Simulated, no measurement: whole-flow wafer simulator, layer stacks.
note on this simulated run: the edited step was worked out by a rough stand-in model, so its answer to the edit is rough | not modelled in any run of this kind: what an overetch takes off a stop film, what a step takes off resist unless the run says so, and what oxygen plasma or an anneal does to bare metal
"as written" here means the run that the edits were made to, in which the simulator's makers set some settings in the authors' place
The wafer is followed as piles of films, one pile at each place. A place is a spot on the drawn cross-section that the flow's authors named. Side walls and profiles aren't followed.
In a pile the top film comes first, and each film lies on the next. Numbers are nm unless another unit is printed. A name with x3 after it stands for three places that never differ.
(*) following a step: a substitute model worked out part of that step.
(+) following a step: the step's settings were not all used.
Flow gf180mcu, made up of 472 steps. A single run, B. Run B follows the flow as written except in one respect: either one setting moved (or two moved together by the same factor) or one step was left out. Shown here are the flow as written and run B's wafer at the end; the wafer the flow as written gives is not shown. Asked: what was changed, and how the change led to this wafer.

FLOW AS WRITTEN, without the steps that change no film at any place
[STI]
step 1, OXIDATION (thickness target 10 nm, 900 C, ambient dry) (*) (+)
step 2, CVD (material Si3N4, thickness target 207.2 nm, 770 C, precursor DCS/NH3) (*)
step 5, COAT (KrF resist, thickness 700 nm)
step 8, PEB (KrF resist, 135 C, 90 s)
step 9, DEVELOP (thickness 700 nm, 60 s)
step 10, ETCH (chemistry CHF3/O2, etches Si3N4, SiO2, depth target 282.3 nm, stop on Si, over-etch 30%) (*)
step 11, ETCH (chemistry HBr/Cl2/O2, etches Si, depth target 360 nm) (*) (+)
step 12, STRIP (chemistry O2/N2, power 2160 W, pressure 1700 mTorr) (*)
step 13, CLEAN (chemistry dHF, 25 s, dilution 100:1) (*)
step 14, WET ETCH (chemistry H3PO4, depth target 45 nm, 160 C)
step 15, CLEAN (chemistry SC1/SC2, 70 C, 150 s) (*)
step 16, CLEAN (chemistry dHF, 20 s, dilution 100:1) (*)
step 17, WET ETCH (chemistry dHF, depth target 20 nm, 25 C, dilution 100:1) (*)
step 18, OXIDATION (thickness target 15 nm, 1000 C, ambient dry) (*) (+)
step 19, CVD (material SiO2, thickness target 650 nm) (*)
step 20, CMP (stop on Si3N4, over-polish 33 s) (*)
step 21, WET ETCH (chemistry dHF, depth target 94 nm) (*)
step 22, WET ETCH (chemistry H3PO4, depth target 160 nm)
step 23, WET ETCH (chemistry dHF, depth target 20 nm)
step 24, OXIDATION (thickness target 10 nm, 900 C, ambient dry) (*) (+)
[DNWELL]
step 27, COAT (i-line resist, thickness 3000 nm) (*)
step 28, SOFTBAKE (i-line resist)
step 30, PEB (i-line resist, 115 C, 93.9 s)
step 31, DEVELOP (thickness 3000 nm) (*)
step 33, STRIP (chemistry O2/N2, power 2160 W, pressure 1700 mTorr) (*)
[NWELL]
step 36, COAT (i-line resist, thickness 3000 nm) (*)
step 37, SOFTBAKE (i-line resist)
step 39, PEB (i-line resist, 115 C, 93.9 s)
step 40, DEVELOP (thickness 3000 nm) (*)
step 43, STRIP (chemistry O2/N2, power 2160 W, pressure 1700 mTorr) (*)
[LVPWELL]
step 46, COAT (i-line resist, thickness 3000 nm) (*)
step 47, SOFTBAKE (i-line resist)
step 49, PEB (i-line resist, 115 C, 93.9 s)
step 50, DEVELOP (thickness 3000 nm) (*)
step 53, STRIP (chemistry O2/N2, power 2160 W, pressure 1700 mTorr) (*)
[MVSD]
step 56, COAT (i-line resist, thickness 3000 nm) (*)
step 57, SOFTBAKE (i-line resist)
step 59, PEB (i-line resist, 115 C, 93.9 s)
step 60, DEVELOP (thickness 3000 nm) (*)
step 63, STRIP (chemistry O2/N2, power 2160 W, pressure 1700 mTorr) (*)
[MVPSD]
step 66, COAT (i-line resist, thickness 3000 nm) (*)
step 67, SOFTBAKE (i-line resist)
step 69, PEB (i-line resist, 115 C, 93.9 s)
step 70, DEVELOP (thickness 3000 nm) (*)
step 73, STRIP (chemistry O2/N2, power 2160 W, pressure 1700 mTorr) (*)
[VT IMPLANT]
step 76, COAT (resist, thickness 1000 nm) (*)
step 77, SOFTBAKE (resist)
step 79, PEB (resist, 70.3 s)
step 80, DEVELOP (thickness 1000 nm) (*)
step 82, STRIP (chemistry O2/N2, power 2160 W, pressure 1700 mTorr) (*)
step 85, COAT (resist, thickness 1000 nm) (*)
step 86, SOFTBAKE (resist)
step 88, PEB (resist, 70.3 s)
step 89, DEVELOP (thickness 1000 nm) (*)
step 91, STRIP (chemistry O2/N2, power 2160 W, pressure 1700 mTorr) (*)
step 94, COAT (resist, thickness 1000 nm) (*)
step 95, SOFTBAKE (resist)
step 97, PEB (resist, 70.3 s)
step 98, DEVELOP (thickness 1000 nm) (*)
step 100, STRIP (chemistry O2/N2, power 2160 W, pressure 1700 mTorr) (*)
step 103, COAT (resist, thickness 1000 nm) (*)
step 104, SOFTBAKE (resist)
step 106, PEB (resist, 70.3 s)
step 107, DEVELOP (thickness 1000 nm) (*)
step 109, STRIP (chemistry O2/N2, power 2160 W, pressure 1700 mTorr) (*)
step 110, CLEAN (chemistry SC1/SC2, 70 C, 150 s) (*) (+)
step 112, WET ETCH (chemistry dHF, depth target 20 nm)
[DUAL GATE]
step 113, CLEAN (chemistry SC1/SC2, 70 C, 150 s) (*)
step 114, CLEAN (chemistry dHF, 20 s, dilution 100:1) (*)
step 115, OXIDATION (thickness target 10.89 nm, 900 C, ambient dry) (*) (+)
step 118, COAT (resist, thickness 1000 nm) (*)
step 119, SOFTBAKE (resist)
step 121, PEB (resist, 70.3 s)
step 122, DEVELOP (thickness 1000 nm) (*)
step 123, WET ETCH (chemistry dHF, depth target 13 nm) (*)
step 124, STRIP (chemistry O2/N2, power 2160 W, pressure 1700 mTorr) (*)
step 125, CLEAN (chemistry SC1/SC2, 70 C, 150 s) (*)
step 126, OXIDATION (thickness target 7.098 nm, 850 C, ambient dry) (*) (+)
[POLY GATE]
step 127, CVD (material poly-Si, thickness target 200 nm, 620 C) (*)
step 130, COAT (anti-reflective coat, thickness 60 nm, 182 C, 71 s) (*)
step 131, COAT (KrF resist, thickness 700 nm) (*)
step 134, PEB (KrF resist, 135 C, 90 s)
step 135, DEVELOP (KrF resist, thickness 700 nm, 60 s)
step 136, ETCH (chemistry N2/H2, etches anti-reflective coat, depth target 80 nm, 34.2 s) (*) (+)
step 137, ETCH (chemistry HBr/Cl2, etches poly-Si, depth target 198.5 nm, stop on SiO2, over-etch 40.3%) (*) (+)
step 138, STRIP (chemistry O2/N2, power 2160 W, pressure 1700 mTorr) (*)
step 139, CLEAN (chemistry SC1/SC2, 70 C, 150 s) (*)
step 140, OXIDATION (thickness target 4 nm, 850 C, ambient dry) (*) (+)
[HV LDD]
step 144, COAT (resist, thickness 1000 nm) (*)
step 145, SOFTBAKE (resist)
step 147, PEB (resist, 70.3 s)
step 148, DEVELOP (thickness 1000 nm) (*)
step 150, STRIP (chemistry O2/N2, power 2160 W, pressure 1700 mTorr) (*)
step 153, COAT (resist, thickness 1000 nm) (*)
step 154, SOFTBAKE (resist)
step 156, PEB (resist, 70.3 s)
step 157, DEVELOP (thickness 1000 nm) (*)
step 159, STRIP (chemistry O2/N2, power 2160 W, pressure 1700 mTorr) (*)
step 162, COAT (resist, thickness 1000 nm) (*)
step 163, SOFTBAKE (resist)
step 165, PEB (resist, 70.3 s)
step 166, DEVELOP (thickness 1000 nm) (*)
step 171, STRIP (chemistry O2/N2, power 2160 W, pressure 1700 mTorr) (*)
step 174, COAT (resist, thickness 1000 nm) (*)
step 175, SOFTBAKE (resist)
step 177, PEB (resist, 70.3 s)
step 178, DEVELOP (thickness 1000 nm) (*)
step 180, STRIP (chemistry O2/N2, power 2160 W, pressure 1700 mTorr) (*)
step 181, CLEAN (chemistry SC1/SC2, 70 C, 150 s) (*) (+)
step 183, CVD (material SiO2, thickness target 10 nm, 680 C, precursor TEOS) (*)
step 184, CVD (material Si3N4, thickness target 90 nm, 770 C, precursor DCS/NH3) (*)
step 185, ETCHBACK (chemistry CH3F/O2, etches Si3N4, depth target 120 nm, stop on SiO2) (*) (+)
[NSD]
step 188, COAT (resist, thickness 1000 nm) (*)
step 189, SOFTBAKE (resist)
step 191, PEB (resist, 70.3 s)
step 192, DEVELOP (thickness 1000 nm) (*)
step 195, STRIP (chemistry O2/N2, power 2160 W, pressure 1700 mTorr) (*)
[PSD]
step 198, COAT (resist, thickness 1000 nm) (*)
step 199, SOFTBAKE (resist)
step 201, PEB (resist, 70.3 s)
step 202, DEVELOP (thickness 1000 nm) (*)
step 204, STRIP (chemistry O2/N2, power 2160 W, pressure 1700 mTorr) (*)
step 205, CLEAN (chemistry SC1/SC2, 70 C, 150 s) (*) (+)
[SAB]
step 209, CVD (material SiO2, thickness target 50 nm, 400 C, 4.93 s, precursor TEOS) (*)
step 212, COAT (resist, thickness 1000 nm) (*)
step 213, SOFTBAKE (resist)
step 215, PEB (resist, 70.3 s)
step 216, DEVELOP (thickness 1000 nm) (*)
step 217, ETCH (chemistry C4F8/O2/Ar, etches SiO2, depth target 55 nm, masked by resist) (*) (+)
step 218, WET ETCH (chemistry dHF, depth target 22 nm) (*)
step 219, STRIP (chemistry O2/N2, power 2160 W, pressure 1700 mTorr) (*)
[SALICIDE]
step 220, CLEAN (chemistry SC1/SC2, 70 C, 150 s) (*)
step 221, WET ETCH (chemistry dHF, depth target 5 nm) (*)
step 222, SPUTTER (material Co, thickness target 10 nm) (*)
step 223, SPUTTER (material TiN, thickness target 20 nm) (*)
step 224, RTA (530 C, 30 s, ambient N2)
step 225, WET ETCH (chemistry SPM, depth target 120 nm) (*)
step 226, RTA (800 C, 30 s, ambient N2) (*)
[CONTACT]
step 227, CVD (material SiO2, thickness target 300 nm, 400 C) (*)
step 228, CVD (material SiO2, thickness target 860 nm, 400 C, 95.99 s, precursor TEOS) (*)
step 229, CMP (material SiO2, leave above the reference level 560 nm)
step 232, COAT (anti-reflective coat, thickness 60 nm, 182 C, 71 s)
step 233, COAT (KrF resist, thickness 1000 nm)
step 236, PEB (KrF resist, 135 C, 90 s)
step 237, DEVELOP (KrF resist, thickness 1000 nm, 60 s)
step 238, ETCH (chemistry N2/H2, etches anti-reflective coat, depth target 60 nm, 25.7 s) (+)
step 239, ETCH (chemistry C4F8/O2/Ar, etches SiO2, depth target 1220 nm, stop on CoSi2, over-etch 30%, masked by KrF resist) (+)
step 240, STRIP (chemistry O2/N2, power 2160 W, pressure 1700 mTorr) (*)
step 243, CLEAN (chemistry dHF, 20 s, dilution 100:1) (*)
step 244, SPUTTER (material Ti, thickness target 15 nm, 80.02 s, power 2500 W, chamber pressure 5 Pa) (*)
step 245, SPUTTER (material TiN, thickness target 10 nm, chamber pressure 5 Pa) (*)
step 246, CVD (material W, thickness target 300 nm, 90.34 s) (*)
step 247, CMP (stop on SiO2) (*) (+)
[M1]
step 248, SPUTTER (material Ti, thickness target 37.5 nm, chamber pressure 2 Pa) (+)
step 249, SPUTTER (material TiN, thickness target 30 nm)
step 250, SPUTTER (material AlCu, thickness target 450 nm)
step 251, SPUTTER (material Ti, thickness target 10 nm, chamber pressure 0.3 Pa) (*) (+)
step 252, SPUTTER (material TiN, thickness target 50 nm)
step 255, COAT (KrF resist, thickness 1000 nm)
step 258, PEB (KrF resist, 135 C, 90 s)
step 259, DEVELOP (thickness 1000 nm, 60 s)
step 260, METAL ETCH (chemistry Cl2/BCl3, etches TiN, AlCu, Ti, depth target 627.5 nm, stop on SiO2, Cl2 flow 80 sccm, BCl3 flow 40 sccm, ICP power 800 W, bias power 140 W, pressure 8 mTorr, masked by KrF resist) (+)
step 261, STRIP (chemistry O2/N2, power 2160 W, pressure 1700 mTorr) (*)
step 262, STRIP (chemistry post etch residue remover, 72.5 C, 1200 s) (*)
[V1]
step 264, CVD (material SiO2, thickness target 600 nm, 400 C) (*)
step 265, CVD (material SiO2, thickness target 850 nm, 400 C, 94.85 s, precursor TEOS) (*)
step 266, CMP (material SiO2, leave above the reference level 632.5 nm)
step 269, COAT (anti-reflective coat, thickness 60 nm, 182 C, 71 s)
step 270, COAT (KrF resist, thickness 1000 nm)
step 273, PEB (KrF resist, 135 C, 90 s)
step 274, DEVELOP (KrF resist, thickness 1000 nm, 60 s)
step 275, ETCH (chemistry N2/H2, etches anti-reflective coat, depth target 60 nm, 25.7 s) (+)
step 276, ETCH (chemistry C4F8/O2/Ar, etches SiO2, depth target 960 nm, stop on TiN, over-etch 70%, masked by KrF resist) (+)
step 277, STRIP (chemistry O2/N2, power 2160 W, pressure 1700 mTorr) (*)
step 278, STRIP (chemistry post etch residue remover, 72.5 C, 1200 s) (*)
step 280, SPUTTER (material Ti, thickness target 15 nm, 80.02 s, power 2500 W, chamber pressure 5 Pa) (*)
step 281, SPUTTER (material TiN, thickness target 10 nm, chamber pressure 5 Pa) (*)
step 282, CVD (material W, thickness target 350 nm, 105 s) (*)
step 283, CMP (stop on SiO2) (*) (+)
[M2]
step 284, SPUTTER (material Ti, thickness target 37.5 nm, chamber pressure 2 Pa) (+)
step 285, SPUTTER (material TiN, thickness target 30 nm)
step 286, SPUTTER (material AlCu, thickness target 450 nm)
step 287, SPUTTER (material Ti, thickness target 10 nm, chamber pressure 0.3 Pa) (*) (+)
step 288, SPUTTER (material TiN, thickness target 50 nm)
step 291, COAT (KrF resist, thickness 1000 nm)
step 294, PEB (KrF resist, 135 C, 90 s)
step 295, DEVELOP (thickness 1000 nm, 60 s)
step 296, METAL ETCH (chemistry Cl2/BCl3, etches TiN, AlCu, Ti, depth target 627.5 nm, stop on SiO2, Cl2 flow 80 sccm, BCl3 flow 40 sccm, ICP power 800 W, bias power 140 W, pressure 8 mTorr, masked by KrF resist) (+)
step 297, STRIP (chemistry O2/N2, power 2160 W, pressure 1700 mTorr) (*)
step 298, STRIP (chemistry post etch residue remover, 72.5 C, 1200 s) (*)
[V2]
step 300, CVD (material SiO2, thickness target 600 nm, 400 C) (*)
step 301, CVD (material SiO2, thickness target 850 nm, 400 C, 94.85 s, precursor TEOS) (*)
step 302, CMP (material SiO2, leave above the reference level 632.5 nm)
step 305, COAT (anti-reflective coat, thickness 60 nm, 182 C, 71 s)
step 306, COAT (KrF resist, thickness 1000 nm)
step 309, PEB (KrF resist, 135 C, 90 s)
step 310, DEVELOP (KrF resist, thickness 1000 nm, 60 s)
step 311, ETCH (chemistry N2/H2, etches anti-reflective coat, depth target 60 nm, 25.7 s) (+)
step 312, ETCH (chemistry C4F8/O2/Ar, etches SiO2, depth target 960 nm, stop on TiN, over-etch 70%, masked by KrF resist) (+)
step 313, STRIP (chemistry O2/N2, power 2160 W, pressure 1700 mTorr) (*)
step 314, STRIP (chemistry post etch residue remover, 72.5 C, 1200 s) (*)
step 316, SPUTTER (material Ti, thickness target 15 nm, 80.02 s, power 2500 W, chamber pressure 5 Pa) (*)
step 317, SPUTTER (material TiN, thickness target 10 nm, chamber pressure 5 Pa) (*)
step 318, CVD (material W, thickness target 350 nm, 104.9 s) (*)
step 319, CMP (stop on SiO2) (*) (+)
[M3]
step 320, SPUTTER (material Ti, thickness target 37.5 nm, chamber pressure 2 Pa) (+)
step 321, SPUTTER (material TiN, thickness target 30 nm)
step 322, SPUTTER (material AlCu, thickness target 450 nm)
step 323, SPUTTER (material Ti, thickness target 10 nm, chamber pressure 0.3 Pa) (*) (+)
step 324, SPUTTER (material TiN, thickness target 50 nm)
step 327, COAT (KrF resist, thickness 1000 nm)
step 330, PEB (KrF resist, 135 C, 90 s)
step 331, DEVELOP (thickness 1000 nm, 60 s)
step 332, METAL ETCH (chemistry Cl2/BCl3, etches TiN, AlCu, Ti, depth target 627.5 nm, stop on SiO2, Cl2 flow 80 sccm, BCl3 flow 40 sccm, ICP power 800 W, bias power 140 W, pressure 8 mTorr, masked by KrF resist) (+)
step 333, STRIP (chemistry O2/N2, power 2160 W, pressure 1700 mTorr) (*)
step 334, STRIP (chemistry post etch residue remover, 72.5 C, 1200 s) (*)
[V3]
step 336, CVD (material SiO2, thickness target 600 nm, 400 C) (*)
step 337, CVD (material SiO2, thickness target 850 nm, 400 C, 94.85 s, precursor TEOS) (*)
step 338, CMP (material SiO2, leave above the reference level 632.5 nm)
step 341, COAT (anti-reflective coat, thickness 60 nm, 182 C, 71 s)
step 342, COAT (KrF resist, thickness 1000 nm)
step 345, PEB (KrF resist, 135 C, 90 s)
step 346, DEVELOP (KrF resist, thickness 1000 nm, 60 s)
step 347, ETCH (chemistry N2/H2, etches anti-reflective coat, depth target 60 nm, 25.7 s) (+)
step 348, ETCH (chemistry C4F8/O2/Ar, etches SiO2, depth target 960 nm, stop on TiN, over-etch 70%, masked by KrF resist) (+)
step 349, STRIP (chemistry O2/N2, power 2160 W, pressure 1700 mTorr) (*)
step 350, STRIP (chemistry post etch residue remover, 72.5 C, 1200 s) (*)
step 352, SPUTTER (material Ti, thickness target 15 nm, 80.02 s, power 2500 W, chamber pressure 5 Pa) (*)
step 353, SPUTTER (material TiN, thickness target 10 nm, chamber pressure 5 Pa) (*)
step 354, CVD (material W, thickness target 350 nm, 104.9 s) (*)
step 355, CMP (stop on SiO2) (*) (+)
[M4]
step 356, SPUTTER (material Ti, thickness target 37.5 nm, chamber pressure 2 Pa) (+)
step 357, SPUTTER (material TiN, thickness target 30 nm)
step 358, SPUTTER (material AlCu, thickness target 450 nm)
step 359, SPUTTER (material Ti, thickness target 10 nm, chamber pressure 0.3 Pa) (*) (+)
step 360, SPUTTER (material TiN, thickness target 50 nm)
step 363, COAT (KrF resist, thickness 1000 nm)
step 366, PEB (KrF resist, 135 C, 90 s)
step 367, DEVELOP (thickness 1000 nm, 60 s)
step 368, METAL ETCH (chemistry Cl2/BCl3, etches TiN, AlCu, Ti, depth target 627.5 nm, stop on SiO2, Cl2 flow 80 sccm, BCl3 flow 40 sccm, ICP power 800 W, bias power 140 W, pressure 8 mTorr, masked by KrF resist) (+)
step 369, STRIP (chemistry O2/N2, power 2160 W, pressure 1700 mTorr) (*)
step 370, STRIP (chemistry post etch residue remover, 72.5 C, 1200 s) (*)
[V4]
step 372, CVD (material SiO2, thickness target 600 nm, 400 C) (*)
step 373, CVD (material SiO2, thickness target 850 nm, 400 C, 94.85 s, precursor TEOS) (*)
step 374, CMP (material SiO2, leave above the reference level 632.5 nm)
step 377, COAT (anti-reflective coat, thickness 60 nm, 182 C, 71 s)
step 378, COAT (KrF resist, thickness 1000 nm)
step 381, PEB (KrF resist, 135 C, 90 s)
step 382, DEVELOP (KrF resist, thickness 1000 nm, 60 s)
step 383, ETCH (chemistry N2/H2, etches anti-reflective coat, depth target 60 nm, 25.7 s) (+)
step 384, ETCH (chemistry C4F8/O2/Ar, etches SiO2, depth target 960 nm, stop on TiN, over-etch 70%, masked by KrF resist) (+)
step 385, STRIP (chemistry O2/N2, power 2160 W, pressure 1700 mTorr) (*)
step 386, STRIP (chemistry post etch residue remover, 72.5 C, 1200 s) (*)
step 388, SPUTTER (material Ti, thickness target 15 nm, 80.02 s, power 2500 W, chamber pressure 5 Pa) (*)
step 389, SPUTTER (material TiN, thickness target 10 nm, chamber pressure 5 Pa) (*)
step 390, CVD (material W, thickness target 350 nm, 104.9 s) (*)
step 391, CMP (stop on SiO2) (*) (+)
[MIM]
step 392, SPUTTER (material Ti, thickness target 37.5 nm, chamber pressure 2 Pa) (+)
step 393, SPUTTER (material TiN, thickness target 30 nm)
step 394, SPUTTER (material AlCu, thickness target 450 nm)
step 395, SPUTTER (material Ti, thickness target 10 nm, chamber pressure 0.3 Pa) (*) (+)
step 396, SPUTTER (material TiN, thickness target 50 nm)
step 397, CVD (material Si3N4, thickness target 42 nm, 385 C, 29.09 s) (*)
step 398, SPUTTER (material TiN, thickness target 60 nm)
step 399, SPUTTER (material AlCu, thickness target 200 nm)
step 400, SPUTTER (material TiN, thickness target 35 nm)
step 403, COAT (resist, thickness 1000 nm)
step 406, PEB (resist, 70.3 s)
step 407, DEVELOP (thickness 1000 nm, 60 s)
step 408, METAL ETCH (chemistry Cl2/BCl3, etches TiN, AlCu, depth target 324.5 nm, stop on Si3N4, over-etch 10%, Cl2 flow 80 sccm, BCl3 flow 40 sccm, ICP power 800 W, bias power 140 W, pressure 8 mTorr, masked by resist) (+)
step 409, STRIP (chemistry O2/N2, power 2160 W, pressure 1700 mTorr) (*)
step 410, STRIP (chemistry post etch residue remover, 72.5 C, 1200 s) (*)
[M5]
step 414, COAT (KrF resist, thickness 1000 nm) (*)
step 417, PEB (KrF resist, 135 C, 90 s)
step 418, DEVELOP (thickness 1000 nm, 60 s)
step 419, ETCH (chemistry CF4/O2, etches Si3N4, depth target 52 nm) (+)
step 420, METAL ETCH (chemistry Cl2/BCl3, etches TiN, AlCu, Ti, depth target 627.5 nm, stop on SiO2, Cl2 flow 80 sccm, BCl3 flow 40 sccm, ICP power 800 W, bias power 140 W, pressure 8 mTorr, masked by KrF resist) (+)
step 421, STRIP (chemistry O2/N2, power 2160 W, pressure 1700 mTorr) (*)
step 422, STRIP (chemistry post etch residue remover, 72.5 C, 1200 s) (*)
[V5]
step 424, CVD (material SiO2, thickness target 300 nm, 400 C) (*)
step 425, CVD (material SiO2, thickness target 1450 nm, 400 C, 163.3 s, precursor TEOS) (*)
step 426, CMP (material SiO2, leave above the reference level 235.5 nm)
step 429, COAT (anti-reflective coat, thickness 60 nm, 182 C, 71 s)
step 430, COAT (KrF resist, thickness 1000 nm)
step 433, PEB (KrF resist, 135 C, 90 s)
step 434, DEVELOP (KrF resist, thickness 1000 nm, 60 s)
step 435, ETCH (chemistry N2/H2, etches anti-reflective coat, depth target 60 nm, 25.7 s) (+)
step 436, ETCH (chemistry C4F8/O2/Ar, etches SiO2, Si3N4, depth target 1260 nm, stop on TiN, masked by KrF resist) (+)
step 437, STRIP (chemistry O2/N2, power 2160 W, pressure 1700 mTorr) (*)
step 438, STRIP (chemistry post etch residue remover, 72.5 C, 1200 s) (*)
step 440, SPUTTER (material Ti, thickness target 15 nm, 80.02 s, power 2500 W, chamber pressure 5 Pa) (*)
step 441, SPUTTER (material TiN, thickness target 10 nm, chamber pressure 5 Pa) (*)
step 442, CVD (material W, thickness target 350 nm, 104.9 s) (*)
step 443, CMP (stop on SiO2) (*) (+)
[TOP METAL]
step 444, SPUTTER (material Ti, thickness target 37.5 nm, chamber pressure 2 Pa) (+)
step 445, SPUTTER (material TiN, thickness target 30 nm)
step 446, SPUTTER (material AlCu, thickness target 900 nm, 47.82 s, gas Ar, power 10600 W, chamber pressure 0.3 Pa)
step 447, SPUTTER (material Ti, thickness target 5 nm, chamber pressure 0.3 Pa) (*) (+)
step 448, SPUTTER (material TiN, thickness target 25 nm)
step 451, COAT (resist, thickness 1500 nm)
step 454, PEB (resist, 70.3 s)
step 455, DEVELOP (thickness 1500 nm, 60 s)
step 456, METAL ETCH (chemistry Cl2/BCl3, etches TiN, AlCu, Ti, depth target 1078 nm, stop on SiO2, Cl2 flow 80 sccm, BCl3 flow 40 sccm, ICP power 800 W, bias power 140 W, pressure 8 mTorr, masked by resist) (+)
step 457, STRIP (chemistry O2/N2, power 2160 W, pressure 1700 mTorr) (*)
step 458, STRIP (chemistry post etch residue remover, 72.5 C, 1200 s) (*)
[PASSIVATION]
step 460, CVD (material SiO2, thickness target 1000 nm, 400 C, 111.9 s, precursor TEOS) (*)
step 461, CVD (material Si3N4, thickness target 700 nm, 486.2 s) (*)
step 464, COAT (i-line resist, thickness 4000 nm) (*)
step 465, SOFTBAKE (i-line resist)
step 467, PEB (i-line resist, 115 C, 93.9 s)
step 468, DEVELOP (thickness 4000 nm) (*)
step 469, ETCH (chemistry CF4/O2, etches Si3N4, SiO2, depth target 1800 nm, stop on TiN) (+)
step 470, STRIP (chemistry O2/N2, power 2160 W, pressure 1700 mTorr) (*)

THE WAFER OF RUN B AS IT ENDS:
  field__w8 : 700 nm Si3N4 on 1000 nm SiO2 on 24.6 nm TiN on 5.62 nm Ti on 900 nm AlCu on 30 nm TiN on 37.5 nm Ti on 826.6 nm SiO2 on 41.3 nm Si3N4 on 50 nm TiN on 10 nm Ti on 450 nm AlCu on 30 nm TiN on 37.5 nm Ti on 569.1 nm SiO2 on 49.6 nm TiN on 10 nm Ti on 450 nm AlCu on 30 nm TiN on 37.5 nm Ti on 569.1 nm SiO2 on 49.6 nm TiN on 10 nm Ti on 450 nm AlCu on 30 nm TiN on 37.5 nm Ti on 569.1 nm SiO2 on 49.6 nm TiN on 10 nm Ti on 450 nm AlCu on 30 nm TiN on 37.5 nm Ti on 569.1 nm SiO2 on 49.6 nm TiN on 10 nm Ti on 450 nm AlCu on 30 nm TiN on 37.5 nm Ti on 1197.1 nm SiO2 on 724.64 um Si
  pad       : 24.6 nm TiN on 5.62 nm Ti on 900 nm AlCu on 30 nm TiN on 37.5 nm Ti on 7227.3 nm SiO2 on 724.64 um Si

What caused this: step 447, SPUTTER: thickness target 5.62 nm was run, though the flow has thickness target 5 nm.
The wafer itself shows it: field__w8 has Ti 5.62, and step 447 as written asks for 5 nm.

The path from the change to this, step by step:
  step 447, SPUTTER (material Ti, thickness target 5 nm, chamber pressure 0.3 Pa) (*) (+)
      field, field__w1, field__w2 and 109 more: +5.62 Ti (new film) (in the flow as written it would be: +5 Ti (new film))
  step 456, METAL ETCH (chemistry Cl2/BCl3, etches TiN, AlCu, Ti, depth target 1078 nm, stop on SiO2, Cl2 flow 80 sccm, BCl3 flow 40 sccm, ICP power 800 W, bias power 140 W, pressure 8 mTorr, masked by resist) (+)
      field, field__w1, field__w2 and 103 more: -25 TiN (all of it), -5.62 Ti (all of it), -900 AlCu (all of it), -30 TiN (all of it), -37.5 Ti (all of it) (in the flow as written it would be: -25 TiN (all of it), -5 Ti (all of it), -900 AlCu (all of it), -30 TiN (all of it), -37.5 Ti (all of it))
